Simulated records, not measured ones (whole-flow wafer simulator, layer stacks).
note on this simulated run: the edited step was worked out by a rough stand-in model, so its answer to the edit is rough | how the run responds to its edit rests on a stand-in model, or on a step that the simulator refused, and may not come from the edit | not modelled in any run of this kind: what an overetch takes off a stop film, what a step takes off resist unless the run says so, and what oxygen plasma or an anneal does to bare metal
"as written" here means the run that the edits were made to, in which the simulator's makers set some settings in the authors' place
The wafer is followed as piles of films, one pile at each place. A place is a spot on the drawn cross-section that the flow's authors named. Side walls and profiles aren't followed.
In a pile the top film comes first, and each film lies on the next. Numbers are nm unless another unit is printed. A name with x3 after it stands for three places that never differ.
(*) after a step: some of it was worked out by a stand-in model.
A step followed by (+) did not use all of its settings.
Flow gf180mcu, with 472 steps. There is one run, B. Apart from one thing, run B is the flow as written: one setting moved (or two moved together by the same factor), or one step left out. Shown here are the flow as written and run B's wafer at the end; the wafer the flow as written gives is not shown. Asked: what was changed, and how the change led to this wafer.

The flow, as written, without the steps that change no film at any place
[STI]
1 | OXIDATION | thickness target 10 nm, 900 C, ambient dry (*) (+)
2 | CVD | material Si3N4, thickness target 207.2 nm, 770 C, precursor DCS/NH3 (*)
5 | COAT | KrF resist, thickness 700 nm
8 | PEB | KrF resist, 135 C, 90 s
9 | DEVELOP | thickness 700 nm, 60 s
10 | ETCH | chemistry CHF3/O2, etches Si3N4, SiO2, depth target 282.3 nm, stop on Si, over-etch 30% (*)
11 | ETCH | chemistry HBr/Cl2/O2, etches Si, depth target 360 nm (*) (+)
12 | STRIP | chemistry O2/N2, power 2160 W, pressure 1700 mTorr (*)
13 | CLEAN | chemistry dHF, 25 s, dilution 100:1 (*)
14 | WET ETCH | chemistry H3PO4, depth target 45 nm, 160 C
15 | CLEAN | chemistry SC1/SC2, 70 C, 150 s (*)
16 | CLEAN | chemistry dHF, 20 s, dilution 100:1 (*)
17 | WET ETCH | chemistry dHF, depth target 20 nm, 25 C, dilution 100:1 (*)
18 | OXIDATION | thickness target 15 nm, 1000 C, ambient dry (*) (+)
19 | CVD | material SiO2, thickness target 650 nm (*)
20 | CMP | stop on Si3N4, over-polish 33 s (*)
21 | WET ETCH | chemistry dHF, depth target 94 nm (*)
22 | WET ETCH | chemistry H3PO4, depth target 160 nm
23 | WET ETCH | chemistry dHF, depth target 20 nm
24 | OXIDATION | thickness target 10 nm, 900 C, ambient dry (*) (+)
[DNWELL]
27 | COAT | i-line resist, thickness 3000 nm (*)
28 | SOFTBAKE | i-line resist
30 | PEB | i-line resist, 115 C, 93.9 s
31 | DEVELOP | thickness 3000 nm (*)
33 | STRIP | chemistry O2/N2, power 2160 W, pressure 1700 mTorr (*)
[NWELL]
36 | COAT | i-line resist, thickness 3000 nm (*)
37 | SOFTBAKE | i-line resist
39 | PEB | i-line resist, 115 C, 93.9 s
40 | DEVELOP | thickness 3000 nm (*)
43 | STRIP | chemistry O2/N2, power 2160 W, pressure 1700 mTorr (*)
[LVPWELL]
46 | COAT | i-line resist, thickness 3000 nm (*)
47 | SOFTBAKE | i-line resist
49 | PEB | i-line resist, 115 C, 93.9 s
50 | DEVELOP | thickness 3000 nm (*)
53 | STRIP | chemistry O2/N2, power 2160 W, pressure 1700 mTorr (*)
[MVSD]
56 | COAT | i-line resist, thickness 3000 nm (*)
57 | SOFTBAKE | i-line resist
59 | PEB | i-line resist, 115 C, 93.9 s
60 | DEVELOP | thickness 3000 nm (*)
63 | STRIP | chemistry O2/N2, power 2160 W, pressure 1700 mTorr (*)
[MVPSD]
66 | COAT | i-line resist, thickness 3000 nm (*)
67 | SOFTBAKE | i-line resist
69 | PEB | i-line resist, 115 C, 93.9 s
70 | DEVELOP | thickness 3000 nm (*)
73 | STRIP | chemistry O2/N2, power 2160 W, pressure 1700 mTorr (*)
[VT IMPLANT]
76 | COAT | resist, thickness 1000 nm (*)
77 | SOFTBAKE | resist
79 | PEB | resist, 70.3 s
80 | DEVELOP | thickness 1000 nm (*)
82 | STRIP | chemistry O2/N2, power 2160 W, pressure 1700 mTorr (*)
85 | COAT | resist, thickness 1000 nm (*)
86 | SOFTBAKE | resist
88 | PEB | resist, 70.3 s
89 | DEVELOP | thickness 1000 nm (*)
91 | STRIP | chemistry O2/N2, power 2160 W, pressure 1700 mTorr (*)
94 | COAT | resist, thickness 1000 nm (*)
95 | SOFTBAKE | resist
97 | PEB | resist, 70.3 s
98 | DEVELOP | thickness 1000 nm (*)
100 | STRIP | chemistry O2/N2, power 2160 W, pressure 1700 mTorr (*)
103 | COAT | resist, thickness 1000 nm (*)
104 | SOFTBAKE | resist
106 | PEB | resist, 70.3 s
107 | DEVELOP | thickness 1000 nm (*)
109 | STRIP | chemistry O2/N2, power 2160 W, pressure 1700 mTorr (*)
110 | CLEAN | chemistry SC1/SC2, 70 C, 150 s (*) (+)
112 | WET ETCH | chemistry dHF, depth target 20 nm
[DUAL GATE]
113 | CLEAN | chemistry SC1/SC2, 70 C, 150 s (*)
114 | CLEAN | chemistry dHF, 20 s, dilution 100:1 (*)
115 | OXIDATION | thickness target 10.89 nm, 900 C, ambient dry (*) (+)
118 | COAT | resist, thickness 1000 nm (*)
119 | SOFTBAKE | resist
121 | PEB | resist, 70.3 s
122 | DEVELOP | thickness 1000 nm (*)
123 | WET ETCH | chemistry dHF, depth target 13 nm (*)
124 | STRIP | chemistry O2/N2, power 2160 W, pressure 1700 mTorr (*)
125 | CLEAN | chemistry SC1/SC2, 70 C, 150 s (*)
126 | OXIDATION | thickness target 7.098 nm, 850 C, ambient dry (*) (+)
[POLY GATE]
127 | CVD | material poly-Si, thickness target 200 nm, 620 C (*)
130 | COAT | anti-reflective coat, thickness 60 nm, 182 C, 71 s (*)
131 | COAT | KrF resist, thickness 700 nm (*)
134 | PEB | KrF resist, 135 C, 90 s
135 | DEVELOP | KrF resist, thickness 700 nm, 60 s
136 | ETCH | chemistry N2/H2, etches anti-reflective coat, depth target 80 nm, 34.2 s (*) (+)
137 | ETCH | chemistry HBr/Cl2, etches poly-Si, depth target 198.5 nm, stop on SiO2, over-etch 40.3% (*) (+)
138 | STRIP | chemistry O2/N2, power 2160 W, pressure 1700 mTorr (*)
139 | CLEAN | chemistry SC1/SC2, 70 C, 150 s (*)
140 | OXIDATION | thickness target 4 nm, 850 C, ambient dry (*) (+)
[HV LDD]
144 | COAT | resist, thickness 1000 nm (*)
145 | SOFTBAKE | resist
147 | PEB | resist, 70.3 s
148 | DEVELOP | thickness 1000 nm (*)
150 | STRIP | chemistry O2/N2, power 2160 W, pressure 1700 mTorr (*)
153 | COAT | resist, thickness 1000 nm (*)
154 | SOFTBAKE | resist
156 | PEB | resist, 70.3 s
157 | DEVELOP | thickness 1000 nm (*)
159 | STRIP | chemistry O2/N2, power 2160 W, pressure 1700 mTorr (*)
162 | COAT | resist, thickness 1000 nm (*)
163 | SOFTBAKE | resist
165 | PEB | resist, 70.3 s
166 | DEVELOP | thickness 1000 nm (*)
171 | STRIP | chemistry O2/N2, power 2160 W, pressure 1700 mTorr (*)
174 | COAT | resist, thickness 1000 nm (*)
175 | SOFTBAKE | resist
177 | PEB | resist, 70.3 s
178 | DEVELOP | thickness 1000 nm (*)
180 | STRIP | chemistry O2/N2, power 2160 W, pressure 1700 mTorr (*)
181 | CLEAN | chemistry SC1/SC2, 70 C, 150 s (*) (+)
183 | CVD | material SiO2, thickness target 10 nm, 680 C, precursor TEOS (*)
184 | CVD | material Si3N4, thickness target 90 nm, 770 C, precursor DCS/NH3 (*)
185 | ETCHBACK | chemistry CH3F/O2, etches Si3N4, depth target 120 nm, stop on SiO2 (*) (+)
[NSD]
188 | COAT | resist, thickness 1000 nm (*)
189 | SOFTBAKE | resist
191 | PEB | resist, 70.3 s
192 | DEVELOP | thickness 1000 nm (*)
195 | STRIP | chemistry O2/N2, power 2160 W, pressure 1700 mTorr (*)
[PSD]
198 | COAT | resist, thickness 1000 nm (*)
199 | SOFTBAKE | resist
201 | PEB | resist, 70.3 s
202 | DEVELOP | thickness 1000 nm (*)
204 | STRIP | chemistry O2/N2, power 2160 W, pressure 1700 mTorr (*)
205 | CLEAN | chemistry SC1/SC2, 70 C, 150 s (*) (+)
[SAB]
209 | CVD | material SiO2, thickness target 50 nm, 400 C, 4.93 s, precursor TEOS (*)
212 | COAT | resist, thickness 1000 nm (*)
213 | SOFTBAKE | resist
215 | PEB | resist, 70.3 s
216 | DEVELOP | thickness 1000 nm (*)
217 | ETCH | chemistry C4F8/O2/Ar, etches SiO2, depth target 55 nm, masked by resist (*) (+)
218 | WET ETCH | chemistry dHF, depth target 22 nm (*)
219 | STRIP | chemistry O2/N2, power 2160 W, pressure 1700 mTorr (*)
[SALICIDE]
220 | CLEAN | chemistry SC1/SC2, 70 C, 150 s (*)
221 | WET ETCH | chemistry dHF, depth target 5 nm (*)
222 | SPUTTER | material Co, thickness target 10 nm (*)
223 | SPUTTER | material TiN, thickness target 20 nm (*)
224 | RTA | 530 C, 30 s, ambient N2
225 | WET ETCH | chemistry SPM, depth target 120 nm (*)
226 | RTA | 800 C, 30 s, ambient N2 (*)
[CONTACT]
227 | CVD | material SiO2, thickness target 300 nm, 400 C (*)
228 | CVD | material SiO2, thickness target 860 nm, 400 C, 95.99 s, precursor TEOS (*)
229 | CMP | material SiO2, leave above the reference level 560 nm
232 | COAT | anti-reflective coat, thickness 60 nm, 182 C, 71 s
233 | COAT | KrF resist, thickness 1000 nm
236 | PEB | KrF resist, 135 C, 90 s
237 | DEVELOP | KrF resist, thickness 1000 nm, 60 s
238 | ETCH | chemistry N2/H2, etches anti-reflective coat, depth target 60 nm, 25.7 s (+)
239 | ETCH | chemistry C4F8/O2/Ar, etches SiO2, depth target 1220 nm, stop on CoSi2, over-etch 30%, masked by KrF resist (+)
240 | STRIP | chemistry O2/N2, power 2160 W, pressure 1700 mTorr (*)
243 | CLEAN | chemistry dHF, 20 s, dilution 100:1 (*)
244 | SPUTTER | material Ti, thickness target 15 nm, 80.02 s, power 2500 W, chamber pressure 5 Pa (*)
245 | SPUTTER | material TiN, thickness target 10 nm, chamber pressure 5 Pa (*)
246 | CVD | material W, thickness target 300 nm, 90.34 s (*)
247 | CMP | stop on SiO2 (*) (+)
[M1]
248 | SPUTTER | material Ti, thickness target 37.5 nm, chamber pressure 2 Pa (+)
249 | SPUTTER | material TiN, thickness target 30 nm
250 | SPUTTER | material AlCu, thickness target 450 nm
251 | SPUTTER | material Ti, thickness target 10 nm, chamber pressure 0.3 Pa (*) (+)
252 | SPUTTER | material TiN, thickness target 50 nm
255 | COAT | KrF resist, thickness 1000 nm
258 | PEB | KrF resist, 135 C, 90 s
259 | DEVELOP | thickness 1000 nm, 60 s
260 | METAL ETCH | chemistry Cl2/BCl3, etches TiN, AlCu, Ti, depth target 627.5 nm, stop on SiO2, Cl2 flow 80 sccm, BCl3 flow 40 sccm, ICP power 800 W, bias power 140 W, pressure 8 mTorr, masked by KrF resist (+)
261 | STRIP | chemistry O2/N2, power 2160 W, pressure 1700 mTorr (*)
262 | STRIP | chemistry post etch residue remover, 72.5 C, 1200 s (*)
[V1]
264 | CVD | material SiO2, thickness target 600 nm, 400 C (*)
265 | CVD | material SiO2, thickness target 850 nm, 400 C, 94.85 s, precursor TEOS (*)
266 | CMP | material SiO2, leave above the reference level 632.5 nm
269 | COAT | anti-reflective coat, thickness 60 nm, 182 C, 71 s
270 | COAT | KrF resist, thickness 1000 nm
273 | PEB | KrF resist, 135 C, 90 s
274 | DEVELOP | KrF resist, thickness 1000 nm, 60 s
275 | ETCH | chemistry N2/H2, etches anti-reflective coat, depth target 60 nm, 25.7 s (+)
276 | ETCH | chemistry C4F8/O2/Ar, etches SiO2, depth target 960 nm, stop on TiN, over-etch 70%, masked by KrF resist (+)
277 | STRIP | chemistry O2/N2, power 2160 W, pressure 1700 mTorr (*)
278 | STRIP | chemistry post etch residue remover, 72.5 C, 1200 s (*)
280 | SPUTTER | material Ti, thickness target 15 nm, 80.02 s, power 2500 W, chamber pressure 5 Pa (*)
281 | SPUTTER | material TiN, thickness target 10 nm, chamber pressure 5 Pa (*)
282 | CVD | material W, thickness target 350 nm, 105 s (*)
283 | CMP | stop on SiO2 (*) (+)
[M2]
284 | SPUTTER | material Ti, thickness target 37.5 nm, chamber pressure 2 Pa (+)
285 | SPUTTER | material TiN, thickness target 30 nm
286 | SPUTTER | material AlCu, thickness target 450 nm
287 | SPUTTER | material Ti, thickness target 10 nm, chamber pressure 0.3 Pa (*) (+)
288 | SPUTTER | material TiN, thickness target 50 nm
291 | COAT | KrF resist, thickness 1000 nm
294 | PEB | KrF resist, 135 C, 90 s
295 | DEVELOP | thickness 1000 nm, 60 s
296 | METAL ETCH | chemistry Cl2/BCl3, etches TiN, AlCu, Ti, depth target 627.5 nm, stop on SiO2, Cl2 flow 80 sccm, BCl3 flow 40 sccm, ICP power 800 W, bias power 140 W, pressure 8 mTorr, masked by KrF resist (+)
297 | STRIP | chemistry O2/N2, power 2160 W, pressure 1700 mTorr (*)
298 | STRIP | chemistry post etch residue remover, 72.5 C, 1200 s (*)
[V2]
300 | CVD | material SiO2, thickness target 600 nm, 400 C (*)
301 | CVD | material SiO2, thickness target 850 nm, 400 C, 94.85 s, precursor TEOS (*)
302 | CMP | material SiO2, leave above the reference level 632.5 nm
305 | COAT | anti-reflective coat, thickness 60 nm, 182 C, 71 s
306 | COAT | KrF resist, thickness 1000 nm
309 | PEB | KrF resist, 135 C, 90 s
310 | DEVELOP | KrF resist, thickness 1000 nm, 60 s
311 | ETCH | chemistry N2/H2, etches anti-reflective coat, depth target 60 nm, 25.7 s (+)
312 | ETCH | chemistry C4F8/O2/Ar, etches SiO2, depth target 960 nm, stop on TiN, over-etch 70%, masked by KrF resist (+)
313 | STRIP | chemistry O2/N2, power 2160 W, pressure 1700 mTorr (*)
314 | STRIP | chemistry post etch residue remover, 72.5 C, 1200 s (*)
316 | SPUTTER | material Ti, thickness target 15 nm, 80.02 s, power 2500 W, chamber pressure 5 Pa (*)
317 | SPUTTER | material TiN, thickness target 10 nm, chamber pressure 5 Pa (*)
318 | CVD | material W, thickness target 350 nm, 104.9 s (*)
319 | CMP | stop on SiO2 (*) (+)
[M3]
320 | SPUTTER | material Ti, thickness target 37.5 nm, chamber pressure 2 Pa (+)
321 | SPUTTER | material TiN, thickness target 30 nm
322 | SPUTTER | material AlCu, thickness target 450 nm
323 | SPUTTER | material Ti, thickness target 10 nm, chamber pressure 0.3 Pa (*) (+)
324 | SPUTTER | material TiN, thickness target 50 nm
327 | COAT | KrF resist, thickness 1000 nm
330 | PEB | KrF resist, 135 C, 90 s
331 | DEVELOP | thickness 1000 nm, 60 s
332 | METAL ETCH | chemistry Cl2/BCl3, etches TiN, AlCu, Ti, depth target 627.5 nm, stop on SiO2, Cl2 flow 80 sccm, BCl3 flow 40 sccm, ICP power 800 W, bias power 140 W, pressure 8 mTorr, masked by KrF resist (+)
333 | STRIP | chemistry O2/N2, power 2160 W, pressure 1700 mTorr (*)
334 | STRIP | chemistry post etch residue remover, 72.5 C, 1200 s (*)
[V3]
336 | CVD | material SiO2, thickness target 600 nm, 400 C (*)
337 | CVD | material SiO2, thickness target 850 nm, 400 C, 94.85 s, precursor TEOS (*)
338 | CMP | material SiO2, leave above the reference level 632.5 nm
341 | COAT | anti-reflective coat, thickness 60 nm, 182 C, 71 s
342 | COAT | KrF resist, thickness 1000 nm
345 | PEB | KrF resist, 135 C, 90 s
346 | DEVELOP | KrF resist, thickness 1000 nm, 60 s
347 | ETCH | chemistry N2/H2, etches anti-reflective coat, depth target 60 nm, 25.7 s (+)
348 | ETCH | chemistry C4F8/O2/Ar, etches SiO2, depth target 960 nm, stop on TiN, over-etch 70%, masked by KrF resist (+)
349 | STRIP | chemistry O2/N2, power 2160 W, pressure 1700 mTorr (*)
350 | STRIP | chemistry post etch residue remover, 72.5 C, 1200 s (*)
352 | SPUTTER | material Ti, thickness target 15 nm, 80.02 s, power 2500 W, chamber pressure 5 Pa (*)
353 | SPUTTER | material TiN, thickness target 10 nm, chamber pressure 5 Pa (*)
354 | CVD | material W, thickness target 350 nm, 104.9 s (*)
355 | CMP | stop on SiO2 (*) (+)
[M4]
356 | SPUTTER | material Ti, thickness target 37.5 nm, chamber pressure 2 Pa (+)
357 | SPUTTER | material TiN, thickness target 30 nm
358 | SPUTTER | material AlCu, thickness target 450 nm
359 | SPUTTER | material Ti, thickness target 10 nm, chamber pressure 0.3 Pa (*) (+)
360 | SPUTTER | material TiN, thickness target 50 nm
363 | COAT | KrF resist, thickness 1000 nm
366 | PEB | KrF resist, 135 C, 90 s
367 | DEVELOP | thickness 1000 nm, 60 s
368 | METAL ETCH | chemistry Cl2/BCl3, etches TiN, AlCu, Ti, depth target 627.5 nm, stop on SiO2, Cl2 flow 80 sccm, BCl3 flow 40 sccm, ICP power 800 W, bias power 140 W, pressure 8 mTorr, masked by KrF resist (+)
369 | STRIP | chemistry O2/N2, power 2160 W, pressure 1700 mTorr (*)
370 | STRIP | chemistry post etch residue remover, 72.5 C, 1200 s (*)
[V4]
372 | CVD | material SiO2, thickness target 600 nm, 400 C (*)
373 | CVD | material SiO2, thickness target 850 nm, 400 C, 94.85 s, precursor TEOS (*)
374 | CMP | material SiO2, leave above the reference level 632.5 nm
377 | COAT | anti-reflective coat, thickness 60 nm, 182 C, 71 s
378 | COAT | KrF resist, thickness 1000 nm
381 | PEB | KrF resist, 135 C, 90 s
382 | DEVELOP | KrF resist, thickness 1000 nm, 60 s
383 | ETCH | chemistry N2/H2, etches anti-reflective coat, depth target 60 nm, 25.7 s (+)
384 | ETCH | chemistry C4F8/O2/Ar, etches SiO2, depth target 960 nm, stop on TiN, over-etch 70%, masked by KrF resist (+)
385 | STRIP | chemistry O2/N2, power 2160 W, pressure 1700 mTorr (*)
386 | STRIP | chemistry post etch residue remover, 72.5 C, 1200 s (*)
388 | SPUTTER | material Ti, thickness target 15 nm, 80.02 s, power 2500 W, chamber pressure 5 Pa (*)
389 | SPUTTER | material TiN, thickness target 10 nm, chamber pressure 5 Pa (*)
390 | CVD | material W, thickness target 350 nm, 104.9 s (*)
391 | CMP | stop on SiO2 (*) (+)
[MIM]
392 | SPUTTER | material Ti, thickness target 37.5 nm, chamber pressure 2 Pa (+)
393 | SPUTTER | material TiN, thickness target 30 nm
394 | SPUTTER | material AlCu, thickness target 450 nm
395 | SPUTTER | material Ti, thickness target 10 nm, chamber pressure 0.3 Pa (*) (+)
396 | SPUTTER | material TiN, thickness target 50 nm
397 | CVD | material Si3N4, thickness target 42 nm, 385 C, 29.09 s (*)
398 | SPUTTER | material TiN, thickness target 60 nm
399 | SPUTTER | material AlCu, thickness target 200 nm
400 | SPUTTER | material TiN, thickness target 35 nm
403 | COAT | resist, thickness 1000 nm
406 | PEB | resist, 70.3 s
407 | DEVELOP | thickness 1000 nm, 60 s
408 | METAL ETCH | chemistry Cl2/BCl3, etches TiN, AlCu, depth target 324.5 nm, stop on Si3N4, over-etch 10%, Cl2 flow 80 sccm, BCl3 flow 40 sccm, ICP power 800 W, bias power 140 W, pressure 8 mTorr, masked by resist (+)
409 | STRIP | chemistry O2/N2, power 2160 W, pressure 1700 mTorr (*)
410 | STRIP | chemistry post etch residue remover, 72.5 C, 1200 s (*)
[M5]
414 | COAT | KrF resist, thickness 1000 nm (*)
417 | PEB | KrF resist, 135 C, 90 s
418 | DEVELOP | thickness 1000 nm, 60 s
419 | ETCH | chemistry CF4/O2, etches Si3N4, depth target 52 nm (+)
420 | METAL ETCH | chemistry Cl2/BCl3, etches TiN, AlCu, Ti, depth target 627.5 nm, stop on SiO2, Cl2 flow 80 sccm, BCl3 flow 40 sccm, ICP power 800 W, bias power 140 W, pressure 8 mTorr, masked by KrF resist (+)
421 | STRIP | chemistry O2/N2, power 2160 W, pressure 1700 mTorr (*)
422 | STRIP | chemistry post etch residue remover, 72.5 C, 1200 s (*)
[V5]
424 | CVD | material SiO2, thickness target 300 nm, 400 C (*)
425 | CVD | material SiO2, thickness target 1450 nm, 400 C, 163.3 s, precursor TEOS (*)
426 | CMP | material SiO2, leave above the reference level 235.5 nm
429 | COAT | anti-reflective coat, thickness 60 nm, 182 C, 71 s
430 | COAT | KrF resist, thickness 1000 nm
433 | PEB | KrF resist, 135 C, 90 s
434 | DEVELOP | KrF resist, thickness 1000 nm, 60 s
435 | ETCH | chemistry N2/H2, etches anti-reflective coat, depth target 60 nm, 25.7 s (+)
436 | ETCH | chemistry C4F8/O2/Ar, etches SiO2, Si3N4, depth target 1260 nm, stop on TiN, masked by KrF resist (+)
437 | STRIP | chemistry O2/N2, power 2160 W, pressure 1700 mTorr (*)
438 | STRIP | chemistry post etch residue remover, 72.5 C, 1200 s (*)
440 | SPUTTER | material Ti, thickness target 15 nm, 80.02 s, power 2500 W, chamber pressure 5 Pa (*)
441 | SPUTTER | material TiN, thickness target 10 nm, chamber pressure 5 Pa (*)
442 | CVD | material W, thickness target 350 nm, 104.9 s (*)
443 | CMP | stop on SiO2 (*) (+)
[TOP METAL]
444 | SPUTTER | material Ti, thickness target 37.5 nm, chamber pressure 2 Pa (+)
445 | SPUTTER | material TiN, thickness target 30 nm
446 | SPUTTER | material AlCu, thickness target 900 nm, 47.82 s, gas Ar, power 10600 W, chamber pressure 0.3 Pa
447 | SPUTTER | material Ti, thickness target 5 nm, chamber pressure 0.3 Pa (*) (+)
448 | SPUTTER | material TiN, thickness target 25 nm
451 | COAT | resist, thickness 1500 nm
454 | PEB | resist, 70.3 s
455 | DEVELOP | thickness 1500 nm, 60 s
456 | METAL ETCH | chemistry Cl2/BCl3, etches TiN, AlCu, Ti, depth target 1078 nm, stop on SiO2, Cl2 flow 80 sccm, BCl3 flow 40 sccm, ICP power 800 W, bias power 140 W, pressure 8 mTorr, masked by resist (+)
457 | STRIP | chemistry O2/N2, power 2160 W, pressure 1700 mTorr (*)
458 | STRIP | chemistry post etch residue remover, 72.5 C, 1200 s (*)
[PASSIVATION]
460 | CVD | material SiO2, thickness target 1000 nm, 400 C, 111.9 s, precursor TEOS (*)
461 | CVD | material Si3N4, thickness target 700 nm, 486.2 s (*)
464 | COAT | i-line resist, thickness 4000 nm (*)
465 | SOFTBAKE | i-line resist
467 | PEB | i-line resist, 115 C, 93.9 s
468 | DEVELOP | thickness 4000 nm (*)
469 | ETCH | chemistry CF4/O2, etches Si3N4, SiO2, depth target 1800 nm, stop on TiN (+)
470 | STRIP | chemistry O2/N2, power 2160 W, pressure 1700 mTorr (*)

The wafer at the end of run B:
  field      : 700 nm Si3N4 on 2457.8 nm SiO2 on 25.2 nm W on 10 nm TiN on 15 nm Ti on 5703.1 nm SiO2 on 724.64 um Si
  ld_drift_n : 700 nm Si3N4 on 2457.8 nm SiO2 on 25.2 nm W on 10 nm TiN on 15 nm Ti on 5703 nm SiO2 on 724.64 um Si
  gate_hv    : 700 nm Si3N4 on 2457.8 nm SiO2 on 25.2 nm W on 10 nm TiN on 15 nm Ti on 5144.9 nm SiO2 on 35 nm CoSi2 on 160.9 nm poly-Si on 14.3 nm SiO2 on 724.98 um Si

The reason: step 373, CVD: thickness target 459 nm was run, whereas the flow has thickness target 850 nm; step 373, CVD: 51.22 s was run, where the flow has 94.85 s.

How this came from the change, step by step:
  373 | CVD | material SiO2, thickness target 850 nm, 400 C, 94.85 s, precursor TEOS (*)
      field, field__w1, field__w2 and 108 more: +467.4 SiO2 (as written it would have been: +850 SiO2)
  374 | CMP | material SiO2, leave above the reference level 632.5 nm
      field, field__w1, field__w2 and 103 more: nothing (as written it would have been: -300 SiO2)
      field__w8, contact, m1, m1__w1, m1_nw: -494.5 SiO2 (as written it would have been: -877.1 SiO2)
  377 | COAT | anti-reflective coat, thickness 60 nm, 182 C, 71 s
      field: +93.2 anti-reflective coat (new film) (as written it would have been: +60 anti-reflective coat (new film))
      field__w1: +80.7 anti-reflective coat (new film) (as written it would have been: +60 anti-reflective coat (new film))
      (and at 18 other places as well)
  378 | COAT | KrF resist, thickness 1000 nm
      contact: +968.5 KrF resist (new film) (as written it would have been: +1000 KrF resist (new film))
      m1: +963.3 KrF resist (new film) (as written it would have been: +1000 KrF resist (new film))
      (and at 5 other places as well)
  382 | DEVELOP | KrF resist, thickness 1000 nm, 60 s
      contact: -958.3 KrF resist (all of it) (as written it would have been: -989.5 KrF resist (all of it))
  383 | ETCH | chemistry N2/H2, etches anti-reflective coat, depth target 60 nm, 25.7 s (+)
      contact: -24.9 anti-reflective coat (all of it), -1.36 SiO2 (as written it would have been: -60 anti-reflective coat (all of it), -0.46 SiO2)
  385 | STRIP | chemistry O2/N2, power 2160 W, pressure 1700 mTorr (*)
      field: -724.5 KrF resist (all of it), -93.2 anti-reflective coat (all of it) (as written it would have been: -739.2 KrF resist (all of it), -60 anti-reflective coat (all of it))
      field__w1: -723.1 KrF resist (all of it), -80.7 anti-reflective coat (all of it) (as written it would have been: -739.2 KrF resist (all of it), -60 anti-reflective coat (all of it))
      (and at 17 other places as well)
  390 | CVD | material W, thickness target 350 nm, 104.9 s (*)
      contact: +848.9 W (new film) (as written it would have been: +932.3 W (new film))
  391 | CMP | stop on SiO2 (*) (+)
      field, field__w1, field__w2 and 103 more: -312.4 W (as written it would have been: -350 W (all of it), -10 TiN (all of it), -15 Ti (all of it), -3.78 SiO2)
      field__w8, m1, m1__w1, m1_nw: -350 W (all of it), -10 TiN (all of it), -15 Ti (all of it), -20 SiO2 (as written it would have been: -350 W (all of it), -10 TiN (all of it), -15 Ti (all of it), -3.78 SiO2)
      (and at 1 other place as well)
  420 | METAL ETCH | chemistry Cl2/BCl3, etches TiN, AlCu, Ti, depth target 627.5 nm, stop on SiO2, Cl2 flow 80 sccm, BCl3 flow 40 sccm, ICP power 800 W, bias power 140 W, pressure 8 mTorr, masked by KrF resist (+)
      field, field__w1, field__w2 and 101 more: -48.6 TiN (all of it), -10 Ti (all of it), -450 AlCu (all of it), -30 TiN (all of it), -37.5 Ti (all of it), -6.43 W (as written it would have been: -48.6 TiN (all of it), -10 Ti (all of it), -450 AlCu (all of it), -30 TiN (all of it), -37.5 Ti (all of it))
  422 | STRIP | chemistry post etch residue remover, 72.5 C, 1200 s (*)
      field, field__w1, field__w2 and 101 more: -6.01 W (as written it would have been: nothing)
  424 | CVD | material SiO2, thickness target 300 nm, 400 C (*)
      field, field__w1, field__w2 and 101 more: +300 SiO2 (new film) (as written it would have been: +300 SiO2)
  426 | CMP | material SiO2, leave above the reference level 235.5 nm
      field, field__w1, field__w5 and 92 more: -288.4 SiO2 (as written it would have been: -300.8 SiO2)
      field__w2, field__w3, field__w12 and 6 more: -259.7 SiO2 (as written it would have been: -272.7 SiO2)
With metal films that touch counted as one body, field has 1 body; the flow as written gives 0 bodies.
With metal films that touch counted as one body, ld_drift_n has 1 body; the flow as written gives 0 bodies.
With metal films that touch counted as one body, gate_hv has 2 bodies (between them, from the top down: SiO2 5144.9); the flow as written gives 1 body.
